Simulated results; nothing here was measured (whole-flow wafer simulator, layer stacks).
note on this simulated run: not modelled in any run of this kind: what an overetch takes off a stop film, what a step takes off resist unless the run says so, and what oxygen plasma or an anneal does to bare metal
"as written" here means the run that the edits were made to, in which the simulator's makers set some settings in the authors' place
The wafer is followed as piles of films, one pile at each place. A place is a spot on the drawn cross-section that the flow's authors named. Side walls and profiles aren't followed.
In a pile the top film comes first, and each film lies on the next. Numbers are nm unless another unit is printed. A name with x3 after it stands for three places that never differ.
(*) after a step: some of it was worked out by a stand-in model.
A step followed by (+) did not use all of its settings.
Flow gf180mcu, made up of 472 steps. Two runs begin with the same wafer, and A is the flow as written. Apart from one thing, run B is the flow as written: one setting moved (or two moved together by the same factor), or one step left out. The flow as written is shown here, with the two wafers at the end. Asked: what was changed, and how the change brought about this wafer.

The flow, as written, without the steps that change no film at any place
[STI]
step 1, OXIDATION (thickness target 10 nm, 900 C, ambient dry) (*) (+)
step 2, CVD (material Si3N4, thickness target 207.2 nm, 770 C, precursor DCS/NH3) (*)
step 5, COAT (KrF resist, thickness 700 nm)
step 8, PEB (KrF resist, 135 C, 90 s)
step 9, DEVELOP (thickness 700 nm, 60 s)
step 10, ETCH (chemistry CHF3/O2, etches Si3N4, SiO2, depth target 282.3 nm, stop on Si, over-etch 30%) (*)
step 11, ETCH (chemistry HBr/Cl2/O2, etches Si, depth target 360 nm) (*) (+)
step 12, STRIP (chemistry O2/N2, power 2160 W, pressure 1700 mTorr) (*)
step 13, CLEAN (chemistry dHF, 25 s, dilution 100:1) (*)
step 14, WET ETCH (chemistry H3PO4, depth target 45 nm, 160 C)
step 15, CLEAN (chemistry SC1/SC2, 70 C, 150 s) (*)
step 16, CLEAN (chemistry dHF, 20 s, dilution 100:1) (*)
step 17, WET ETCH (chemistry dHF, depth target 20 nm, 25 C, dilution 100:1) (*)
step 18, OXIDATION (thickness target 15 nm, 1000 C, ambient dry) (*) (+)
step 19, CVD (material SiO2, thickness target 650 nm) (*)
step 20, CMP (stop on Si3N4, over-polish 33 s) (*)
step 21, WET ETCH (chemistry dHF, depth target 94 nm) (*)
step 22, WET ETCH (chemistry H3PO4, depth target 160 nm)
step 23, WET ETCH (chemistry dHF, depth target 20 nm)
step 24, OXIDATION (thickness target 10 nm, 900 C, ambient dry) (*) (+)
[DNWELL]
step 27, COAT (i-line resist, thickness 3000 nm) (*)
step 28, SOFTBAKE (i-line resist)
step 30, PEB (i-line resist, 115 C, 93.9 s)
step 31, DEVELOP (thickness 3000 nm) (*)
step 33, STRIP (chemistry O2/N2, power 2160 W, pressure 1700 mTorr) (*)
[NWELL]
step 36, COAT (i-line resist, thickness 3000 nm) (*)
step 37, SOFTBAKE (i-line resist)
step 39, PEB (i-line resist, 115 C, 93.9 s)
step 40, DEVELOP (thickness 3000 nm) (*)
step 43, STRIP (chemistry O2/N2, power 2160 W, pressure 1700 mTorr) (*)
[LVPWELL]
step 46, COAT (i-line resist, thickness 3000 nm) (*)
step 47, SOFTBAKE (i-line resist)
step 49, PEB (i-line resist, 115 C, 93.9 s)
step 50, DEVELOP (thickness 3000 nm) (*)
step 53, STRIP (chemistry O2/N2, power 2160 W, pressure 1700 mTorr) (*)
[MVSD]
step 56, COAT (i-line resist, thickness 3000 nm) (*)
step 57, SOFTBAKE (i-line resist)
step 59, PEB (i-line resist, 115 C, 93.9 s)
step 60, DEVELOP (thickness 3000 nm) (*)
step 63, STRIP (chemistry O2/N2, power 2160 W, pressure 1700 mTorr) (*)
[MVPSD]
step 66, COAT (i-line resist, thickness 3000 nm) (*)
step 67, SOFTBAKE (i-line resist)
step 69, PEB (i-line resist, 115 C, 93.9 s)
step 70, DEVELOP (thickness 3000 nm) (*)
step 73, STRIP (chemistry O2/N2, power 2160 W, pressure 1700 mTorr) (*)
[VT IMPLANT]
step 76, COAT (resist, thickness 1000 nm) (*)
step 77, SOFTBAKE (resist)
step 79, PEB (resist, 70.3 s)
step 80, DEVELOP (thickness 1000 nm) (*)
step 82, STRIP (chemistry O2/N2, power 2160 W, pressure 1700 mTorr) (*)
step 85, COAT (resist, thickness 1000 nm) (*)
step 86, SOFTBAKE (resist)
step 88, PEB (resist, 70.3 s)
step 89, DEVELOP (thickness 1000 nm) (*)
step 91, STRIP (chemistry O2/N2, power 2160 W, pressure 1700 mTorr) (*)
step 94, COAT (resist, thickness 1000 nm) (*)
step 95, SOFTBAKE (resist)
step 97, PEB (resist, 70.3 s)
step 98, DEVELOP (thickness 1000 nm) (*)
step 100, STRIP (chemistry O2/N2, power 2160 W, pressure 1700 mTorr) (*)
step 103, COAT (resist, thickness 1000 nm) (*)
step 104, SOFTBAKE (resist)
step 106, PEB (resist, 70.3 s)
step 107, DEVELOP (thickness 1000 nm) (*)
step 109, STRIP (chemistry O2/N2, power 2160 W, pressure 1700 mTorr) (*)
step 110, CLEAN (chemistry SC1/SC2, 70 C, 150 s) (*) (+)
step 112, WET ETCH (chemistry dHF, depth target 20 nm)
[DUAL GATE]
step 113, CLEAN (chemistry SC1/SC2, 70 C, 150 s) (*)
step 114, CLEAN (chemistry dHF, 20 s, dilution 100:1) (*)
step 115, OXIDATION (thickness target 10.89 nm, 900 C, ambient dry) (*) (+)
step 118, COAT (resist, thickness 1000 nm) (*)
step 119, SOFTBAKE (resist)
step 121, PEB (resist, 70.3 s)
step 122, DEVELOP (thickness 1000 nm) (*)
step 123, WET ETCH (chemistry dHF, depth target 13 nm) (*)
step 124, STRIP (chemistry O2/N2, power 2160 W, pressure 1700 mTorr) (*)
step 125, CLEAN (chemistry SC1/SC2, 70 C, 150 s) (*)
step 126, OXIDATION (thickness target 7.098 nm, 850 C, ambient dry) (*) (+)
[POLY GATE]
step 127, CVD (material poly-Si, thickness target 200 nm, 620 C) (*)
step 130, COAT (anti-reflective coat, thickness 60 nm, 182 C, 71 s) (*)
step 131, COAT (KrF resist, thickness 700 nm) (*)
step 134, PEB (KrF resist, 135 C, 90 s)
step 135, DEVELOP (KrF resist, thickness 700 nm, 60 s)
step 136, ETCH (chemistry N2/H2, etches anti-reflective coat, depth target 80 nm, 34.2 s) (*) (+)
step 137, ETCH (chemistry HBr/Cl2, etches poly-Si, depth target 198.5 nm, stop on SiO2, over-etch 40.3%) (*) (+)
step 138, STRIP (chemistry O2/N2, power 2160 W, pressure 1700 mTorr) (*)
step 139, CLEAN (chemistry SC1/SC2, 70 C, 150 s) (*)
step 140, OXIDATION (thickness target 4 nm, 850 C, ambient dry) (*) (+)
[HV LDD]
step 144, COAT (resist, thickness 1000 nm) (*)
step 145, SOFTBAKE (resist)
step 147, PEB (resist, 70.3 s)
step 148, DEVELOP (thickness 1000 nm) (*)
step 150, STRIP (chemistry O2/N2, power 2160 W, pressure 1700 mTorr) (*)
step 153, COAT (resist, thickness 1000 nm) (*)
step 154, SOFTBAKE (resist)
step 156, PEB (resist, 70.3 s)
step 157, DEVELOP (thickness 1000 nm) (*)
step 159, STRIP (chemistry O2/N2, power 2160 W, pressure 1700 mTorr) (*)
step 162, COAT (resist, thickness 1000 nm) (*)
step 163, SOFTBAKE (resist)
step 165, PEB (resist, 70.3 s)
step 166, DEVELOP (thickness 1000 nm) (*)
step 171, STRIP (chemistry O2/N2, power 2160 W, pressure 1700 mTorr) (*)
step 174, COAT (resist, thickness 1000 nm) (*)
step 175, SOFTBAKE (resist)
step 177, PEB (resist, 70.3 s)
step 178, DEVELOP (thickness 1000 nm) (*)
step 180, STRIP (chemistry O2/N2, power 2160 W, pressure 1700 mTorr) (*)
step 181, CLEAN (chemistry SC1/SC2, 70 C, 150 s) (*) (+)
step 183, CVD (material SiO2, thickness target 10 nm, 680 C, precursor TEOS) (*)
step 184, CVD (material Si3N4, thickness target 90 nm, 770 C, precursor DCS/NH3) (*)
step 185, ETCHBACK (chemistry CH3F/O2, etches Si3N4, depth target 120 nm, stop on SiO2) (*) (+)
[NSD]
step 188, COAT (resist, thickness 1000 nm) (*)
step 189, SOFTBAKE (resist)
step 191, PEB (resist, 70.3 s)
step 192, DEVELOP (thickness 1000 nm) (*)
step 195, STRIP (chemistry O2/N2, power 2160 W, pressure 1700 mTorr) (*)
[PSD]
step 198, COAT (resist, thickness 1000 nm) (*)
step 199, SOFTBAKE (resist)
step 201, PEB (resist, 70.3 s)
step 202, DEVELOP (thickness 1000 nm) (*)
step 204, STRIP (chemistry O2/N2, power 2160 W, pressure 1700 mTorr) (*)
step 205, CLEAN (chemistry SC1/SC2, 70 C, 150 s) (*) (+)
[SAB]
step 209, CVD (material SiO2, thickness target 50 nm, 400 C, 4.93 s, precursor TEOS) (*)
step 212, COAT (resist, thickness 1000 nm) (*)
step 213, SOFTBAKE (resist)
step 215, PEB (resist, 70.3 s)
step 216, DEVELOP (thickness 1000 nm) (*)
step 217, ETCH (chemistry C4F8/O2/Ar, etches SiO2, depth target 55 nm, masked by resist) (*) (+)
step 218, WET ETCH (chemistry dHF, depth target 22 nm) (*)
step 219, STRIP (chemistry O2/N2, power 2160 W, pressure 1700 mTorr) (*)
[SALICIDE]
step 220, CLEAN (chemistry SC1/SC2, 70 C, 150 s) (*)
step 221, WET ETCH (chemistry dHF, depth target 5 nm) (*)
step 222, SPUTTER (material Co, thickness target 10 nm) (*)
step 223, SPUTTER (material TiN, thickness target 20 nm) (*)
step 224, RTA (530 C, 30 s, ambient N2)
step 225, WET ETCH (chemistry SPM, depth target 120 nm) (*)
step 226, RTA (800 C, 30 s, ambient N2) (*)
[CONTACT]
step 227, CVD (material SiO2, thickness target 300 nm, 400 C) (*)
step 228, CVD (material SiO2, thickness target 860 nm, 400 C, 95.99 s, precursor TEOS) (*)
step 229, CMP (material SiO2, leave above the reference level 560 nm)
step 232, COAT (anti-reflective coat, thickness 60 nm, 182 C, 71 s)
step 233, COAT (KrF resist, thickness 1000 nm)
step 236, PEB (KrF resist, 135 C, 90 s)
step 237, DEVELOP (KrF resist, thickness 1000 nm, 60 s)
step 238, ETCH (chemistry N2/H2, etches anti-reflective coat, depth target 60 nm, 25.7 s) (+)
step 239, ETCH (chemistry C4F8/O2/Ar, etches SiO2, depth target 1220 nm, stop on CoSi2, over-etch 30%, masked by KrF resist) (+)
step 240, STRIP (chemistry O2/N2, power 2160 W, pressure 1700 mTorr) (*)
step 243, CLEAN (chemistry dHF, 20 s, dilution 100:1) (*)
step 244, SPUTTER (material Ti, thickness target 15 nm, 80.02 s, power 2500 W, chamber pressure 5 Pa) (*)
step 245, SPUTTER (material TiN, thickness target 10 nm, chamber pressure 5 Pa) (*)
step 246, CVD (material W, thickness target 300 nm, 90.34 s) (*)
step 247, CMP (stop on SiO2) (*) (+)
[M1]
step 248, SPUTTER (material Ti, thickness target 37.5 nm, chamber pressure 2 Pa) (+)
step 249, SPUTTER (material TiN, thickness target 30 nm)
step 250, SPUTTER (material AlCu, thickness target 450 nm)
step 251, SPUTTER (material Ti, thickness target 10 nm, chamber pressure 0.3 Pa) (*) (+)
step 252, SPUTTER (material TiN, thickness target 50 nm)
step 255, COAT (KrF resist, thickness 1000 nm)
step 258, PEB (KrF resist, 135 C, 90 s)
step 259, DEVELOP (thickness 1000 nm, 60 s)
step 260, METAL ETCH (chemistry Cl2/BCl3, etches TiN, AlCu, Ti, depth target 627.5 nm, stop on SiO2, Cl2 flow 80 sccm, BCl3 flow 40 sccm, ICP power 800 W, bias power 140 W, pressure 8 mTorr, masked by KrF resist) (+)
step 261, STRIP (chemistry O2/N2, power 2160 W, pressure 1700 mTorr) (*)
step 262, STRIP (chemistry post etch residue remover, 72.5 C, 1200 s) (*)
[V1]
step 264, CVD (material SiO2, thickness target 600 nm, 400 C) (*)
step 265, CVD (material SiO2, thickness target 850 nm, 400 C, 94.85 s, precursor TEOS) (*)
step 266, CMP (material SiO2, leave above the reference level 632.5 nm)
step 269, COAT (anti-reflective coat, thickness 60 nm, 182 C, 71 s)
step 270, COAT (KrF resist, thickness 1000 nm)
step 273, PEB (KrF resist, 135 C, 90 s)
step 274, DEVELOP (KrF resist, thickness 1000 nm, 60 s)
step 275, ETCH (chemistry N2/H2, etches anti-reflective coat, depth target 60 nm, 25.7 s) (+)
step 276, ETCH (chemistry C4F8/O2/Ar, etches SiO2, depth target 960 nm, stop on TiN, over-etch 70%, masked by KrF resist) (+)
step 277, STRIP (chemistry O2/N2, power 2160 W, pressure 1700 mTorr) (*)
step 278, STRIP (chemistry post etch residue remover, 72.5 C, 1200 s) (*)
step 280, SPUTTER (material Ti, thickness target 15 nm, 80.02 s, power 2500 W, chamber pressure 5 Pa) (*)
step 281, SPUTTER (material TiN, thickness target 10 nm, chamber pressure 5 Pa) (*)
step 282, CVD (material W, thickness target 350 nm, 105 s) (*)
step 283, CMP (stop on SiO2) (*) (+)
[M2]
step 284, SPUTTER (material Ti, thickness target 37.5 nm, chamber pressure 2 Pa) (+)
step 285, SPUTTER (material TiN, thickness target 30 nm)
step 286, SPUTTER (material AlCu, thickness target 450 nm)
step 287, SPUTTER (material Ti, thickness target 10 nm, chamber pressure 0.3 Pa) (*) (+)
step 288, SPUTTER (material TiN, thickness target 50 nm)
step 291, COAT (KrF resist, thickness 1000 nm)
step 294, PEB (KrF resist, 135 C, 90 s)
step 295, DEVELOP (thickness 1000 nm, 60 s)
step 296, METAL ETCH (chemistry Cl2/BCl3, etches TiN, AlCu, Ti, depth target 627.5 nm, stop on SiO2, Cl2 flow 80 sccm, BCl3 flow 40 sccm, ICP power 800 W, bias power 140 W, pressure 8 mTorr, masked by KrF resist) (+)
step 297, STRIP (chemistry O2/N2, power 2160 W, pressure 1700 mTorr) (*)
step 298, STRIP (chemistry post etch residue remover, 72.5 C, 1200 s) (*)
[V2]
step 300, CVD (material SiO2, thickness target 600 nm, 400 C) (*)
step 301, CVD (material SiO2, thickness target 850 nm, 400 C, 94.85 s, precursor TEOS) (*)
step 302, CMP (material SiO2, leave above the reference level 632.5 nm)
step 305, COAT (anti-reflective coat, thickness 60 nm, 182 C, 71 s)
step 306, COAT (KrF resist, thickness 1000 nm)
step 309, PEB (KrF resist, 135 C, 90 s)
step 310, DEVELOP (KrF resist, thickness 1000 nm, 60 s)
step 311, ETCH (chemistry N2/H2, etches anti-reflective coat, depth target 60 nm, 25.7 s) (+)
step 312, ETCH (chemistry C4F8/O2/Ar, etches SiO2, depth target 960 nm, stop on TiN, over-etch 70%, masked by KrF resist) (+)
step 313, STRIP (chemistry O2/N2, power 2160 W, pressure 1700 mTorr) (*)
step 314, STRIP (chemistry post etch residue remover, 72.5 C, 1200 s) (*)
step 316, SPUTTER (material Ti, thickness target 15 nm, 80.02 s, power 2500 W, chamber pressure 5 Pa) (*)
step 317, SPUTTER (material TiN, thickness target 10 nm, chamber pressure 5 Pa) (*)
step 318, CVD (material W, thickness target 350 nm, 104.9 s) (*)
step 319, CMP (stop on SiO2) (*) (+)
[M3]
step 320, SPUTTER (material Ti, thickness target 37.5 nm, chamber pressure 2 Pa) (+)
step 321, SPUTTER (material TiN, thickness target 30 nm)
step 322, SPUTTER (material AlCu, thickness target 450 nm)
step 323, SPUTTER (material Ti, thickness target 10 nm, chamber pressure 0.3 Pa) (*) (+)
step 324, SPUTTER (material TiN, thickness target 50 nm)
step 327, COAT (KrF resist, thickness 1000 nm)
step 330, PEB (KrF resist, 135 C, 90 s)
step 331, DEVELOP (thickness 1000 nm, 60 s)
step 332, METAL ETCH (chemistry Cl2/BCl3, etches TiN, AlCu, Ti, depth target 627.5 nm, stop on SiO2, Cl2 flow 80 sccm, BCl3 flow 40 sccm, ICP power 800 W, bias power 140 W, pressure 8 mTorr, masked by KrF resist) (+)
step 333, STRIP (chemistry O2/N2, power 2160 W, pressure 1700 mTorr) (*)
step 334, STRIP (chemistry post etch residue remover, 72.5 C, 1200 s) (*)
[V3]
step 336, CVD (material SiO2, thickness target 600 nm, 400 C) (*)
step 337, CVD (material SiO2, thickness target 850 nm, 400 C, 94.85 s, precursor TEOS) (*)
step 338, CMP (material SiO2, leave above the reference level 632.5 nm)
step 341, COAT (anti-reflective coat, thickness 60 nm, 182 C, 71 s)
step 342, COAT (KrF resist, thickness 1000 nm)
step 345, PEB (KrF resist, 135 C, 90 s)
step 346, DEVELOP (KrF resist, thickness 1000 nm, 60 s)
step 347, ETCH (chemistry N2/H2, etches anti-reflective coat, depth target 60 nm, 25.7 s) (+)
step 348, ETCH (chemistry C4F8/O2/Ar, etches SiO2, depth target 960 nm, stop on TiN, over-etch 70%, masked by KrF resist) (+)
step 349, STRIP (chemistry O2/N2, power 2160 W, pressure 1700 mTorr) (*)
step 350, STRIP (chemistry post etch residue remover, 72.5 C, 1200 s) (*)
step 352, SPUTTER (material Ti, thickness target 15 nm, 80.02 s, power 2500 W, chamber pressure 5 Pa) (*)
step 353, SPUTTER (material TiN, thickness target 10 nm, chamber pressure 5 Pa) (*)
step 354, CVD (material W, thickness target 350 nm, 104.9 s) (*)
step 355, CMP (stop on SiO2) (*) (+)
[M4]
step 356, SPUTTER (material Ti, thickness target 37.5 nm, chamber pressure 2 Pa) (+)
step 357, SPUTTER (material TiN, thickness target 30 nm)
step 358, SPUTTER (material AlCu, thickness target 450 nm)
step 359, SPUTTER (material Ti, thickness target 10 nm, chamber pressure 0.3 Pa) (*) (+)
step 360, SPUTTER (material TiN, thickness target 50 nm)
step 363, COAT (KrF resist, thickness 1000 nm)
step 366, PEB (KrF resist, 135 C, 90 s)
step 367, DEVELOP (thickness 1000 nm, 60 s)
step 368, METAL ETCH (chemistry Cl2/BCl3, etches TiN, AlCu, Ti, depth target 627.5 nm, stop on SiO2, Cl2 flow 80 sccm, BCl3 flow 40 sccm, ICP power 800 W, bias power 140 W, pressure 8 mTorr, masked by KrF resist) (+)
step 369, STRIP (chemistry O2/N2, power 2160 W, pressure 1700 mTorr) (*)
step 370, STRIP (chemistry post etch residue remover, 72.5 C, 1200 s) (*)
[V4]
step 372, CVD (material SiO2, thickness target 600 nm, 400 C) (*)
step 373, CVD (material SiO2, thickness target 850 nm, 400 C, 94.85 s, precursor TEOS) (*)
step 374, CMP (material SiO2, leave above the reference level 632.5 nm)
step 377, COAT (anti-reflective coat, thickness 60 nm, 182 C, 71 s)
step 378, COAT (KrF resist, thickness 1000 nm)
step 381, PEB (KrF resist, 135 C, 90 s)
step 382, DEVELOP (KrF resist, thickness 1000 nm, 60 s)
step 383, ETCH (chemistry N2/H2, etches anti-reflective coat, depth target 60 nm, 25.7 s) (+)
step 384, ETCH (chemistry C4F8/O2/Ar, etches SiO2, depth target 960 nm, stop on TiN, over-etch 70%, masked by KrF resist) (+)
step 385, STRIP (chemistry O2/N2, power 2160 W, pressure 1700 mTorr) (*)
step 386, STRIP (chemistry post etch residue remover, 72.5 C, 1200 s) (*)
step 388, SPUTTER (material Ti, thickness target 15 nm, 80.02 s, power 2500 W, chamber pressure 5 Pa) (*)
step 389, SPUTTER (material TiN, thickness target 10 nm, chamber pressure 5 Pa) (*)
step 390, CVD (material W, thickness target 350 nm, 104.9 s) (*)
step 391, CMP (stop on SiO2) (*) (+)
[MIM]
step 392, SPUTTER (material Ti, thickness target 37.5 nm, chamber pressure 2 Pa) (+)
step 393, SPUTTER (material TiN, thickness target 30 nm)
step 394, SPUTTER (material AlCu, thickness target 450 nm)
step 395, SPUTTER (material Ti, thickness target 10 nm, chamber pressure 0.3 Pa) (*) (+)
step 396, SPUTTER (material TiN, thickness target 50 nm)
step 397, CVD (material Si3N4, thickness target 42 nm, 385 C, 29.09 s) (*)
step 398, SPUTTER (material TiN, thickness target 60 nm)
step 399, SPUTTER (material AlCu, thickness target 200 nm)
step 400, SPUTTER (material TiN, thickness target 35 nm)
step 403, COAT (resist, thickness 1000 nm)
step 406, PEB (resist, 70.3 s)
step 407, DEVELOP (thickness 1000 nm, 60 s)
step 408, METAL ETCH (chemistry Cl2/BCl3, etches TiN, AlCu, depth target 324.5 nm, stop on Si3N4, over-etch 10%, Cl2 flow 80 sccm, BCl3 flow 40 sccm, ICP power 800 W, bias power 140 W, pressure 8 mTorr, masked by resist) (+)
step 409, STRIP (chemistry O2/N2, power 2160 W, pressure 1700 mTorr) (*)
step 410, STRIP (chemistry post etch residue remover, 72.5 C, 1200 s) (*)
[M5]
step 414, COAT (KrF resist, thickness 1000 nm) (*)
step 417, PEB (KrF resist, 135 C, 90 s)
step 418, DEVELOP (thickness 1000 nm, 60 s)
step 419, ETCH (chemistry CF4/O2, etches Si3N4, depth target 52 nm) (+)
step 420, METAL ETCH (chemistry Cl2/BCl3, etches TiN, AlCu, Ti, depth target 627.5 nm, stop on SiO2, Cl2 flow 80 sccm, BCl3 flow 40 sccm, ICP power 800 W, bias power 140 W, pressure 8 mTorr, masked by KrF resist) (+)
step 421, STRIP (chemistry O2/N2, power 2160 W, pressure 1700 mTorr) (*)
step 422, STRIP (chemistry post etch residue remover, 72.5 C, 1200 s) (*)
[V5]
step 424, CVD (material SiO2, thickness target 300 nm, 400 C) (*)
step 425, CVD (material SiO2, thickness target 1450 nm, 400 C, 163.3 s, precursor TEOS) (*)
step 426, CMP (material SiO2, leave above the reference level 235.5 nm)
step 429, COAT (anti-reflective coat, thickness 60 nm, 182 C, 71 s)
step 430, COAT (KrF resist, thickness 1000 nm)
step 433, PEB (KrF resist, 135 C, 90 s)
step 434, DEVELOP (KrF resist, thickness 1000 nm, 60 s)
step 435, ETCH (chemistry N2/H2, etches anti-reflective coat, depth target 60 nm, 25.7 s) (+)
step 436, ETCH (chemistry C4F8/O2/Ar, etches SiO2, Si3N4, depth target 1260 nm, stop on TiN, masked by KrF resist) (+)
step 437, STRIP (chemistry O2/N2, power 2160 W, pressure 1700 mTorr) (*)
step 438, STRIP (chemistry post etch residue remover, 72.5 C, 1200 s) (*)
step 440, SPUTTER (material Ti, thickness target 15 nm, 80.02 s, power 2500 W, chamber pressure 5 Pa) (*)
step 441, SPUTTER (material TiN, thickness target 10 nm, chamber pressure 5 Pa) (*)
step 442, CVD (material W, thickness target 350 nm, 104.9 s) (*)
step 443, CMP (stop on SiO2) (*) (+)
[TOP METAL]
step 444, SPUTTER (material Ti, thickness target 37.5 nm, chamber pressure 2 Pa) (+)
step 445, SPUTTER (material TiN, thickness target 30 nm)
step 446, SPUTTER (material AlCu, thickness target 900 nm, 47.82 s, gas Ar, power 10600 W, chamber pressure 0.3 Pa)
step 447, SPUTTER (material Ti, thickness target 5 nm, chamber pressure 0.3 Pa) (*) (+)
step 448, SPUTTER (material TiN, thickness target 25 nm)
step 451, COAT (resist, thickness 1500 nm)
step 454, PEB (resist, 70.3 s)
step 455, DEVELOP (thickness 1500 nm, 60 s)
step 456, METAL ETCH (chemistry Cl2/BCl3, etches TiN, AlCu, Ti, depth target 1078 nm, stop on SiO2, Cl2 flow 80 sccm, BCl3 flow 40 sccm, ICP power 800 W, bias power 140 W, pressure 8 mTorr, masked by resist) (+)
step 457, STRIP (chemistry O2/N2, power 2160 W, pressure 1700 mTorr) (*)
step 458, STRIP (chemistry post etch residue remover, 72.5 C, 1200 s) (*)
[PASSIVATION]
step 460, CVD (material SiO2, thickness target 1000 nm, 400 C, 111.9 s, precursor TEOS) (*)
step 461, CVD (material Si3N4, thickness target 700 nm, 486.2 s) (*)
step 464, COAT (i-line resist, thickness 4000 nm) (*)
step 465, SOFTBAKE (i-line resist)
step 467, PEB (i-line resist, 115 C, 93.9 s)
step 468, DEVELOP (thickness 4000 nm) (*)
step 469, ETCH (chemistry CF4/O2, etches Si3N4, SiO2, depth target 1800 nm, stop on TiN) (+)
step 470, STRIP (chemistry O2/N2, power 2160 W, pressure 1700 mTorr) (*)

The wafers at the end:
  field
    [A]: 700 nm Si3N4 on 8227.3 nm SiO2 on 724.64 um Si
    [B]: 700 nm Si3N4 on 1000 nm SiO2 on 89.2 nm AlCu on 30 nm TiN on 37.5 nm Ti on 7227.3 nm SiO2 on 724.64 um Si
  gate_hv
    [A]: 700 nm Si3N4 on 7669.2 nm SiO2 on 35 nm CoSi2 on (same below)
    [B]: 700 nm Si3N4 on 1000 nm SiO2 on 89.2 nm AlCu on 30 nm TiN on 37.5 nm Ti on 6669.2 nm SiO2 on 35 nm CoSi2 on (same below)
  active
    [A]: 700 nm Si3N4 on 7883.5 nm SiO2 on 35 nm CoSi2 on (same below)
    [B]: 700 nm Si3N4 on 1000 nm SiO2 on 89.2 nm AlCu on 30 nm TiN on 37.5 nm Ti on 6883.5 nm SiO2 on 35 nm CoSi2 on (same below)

The reason: step 456, METAL ETCH: depth target 835.1 nm was run, while the flow as written has depth target 1078 nm.

Step by step, how the change led to this:
  step 456, METAL ETCH (chemistry Cl2/BCl3, etches TiN, AlCu, Ti, depth target 1078 nm, stop on SiO2, Cl2 flow 80 sccm, BCl3 flow 40 sccm, ICP power 800 W, bias power 140 W, pressure 8 mTorr, masked by resist) (+)
      field, field__w1, field__w2 and 103 more: A TiN loses 25 (all of it), Ti loses 5 (all of it), AlCu loses 900 (all of it), TiN loses 30 (all of it), Ti loses 37.5 (all of it) | B TiN loses 25 (all of it), Ti loses 5 (all of it), AlCu loses 805.1
      field__w8, contact, m1, m1__w1, pad, m1_nw: A resist loses 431 | B resist loses 334
  step 457, STRIP (chemistry O2/N2, power 2160 W, pressure 1700 mTorr) (*)
      field__w8, contact, m1, m1__w1, pad, m1_nw: A resist loses 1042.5 (all of it) | B resist loses 1139.4 (all of it)
  step 458, STRIP (chemistry post etch residue remover, 72.5 C, 1200 s) (*)
      field, field__w1, field__w2 and 103 more: A nothing | B AlCu loses 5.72
  step 460, CVD (material SiO2, thickness target 1000 nm, 400 C, 111.9 s, precursor TEOS) (*)
      field, field__w1, field__w2 and 103 more: A SiO2 gains 1000 | B SiO2 gains 1000 (new film)
  step 464, COAT (i-line resist, thickness 4000 nm) (*)
      field__w8: A i-line resist gains 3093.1 (new film) | B i-line resist gains 3231.8 (new film)
      contact: A i-line resist gains 3153.6 (new film) | B i-line resist gains 3277.5 (new film)
      (and at 4 other places as well)
  step 465, SOFTBAKE (i-line resist)
      field__w11, field__w13: A i-line resist gains 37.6 | B i-line resist gains 29.4
      ld_acc_p, ld_fp_p: A i-line resist gains 33.8 | B i-line resist gains 26.4
      (and at 65 other places as well)
  step 467, PEB (i-line resist, 115 C, 93.9 s)
      field__w8, m1__w1: A i-line resist loses 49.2 | B i-line resist loses 52
      contact: A i-line resist loses 49.6 | B i-line resist loses 52.3
      (and at 3 other places as well)
  step 468, DEVELOP (thickness 4000 nm) (*)
      pad: A i-line resist loses 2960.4 (all of it) | B i-line resist loses 3113 (all of it)
  step 470, STRIP (chemistry O2/N2, power 2160 W, pressure 1700 mTorr) (*)
      field__w8, m1__w1: A i-line resist loses 1775.9 (all of it) | B i-line resist loses 1926.1 (all of it)
      contact: A i-line resist loses 1798.3 (all of it) | B i-line resist loses 1943.1 (all of it)
      (and at 2 other places as well)
Taking metal films that touch as one body, field has 1 body; the flow as written gives 0 bodies.
Taking metal films that touch as one body, gate_hv has 2 bodies (between them, from the top down: SiO2 6669.2); the flow as written gives 1 body.
Taking metal films that touch as one body, active has 2 bodies (between them, from the top down: SiO2 6883.5); the flow as written gives 1 body.
